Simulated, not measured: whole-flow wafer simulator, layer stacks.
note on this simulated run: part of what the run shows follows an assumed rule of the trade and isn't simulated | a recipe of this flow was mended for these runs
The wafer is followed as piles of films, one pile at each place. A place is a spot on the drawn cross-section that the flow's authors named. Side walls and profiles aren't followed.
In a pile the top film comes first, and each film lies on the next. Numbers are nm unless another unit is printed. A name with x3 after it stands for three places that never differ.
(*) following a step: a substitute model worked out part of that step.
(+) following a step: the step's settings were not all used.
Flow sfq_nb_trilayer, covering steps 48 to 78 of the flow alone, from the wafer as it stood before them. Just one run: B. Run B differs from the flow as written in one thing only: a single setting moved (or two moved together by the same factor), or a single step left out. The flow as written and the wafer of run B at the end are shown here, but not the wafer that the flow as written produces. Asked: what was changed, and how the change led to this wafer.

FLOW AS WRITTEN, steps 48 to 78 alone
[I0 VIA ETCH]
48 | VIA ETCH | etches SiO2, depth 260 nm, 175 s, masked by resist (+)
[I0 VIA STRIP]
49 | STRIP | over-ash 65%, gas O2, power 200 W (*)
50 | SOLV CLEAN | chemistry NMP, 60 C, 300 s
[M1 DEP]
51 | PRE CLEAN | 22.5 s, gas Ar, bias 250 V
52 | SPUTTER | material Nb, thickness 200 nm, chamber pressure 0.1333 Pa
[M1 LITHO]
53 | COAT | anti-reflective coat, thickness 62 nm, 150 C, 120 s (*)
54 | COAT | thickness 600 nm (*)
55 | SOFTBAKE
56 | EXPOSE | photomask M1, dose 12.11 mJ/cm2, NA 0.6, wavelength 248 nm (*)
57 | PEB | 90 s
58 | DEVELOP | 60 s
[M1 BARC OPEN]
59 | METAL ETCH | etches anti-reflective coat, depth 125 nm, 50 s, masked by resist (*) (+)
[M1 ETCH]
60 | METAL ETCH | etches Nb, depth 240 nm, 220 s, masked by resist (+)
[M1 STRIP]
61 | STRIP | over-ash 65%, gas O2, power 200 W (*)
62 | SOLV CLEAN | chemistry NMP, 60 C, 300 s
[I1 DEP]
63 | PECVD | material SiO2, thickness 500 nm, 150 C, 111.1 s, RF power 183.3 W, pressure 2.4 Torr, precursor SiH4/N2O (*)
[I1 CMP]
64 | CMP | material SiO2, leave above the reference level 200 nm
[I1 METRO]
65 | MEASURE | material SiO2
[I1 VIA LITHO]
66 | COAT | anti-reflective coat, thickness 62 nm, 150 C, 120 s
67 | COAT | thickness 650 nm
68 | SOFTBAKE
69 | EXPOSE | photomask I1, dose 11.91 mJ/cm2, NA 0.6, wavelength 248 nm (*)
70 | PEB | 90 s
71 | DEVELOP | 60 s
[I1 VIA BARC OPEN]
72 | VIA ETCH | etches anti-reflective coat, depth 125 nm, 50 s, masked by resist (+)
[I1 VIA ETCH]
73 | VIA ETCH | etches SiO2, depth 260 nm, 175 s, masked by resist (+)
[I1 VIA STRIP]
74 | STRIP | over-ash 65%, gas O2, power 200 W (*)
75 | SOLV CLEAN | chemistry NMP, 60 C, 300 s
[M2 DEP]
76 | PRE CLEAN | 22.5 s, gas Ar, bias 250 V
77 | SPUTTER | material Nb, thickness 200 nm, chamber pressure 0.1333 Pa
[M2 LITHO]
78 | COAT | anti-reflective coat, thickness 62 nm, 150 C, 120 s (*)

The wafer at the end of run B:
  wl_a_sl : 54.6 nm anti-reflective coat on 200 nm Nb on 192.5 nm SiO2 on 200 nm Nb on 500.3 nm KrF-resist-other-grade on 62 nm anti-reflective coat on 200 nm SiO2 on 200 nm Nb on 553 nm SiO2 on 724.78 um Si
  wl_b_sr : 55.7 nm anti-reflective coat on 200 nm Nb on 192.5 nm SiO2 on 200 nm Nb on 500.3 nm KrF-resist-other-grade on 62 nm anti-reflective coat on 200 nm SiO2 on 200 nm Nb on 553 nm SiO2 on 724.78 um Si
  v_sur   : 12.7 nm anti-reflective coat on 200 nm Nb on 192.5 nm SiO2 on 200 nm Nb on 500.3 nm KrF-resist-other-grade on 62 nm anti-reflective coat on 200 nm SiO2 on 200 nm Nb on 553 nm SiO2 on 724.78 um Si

What caused this: step 49, STRIP: over-ash 65%, gas O2, power 200 W (*), was not run.

The path from the change to this, step by step:
  51 | PRE CLEAN | 22.5 s, gas Ar, bias 250 V
      field_l, v_sur, via_wl and 102 more: KrF-resist-other-grade loses 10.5 (it would be, as written: SiO2 loses 7.5)
  52 | SPUTTER | material Nb, thickness 200 nm, chamber pressure 0.1333 Pa
      via_w: Nb gains 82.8 (it would be, as written: Nb gains 172.8)
  53 | COAT | anti-reflective coat, thickness 62 nm, 150 C, 120 s (*)
      field_l: anti-reflective coat gains 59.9 (new film) (it would be, as written: anti-reflective coat gains 67.7 (new film))
      v_sur: anti-reflective coat gains 39.4 (new film) (it would be, as written: anti-reflective coat gains 45.6 (new film))
      (as well as at 6 more places)
  54 | COAT | thickness 600 nm (*)
      field_l: KrF-resist-other-grade gains 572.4 (new film) (it would be, as written: KrF-resist-other-grade gains 587.1 (new film))
      v_sur: KrF-resist-other-grade gains 563.7 (new film) (it would be, as written: KrF-resist-other-grade gains 597.3 (new film))
      (as well as at 4 more places)
  57 | PEB | 90 s
      via_w: KrF-resist-other-grade loses 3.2 (it would be, as written: KrF-resist-other-grade loses 1.59)
  58 | DEVELOP | 60 s
      field_l: KrF-resist-other-grade loses 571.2 (all of it) (it would be, as written: KrF-resist-other-grade loses 585.9 (all of it))
  59 | METAL ETCH | etches anti-reflective coat, depth 125 nm, 50 s, masked by resist (*) (+)
      field_l: anti-reflective coat loses 59.9 (all of it) (it would be, as written: anti-reflective coat loses 67.7 (all of it))
  60 | METAL ETCH | etches Nb, depth 240 nm, 220 s, masked by resist (+)
      field_l, be, be_sur and 79 more: Nb loses 200 (all of it), KrF-resist-other-grade loses 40 (it would be, as written: Nb loses 200 (all of it), SiO2 loses 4)
  61 | STRIP | over-ash 65%, gas O2, power 200 W (*)
      field_l, be, be_sur and 79 more: KrF-resist-other-grade loses 460.3 (all of it), anti-reflective coat loses 62 (all of it) (it would be, as written: nothing)
      v_sur: KrF-resist-other-grade loses 328.4 (all of it), anti-reflective coat loses 39.4 (all of it) (it would be, as written: KrF-resist-other-grade loses 361.9 (all of it), anti-reflective coat loses 45.6 (all of it))
      (as well as at 6 more places)
  63 | PECVD | material SiO2, thickness 500 nm, 150 C, 111.1 s, RF power 183.3 W, pressure 2.4 Torr, precursor SiH4/N2O (*)
      via_w: SiO2 gains 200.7 (new film), void gains 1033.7 (new film), SiO2 gains 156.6 (new film) (it would be, as written: SiO2 gains 612.8 (new film))
      lsp_m, ln_m6, lsp_r, l0_sur, l0v: SiO2 gains 480.5 (it would be, as written: SiO2 gains 494.8)
      (as well as at 2 more places)
  64 | CMP | material SiO2, leave above the reference level 200 nm
      field_l, be, be_sur and 72 more: nothing (it would be, as written: SiO2 loses 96)
      lsp_m, ln_m6, lsp_r, l0_sur, l0v: nothing (it would be, as written: SiO2 loses 90.8)
      (as well as at 3 more places)
  66 | COAT | anti-reflective coat, thickness 62 nm, 150 C, 120 s
      m0r_line_l x3, m0r_line_r x3: anti-reflective coat gains 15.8 (new film) (it would be, as written: anti-reflective coat gains 62 (new film))
      m0r_space_l, m0r_space_r, m6r_space_l x2, m6r_space_r x2: anti-reflective coat gains 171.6 (new film) (it would be, as written: anti-reflective coat gains 62 (new film))
      (as well as at 91 more places)
  67 | COAT | thickness 650 nm
      m0r_line_l x3, m0r_line_r x3: KrF-resist-other-grade gains 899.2 (new film) (it would be, as written: KrF-resist-other-grade gains 650 (new film))
      m0r_space_l, m0r_space_r, m6r_space_l x2, m6r_space_r x2: KrF-resist-other-grade gains 768.4 (new film) (it would be, as written: KrF-resist-other-grade gains 650 (new film))
      (as well as at 88 more places)
  70 | PEB | 90 s
      m0r_line_l x3, m0r_line_r x3: KrF-resist-other-grade loses 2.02 (it would be, as written: KrF-resist-other-grade loses 1.38)
      wl_d_sl, wl_d_sr: KrF-resist-other-grade loses 2.16 (it would be, as written: KrF-resist-other-grade loses 1.38)
      (as well as at 3 more places)
  71 | DEVELOP | 60 s
      via_v: KrF-resist-other-grade loses 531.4 (all of it) (it would be, as written: KrF-resist-other-grade loses 648.6 (all of it))
  72 | VIA ETCH | etches anti-reflective coat, depth 125 nm, 50 s, masked by resist (+)
      via_v: anti-reflective coat loses 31 (all of it), SiO2 loses 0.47 (it would be, as written: anti-reflective coat loses 62 (all of it), SiO2 loses 0.31)
  ... 2 other steps ...
  78 | COAT | anti-reflective coat, thickness 62 nm, 150 C, 120 s (*)
      m0r_space_l, m0r_space_r, m6r_space_l x2, m6r_space_r x2: anti-reflective coat gains 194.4 (new film) (it would be, as written: anti-reflective coat gains 62 (new film))
      m0r_line_l x3: anti-reflective coat gains 32.8 (new film) (it would be, as written: anti-reflective coat gains 62 (new film))
      (as well as at 94 more places)
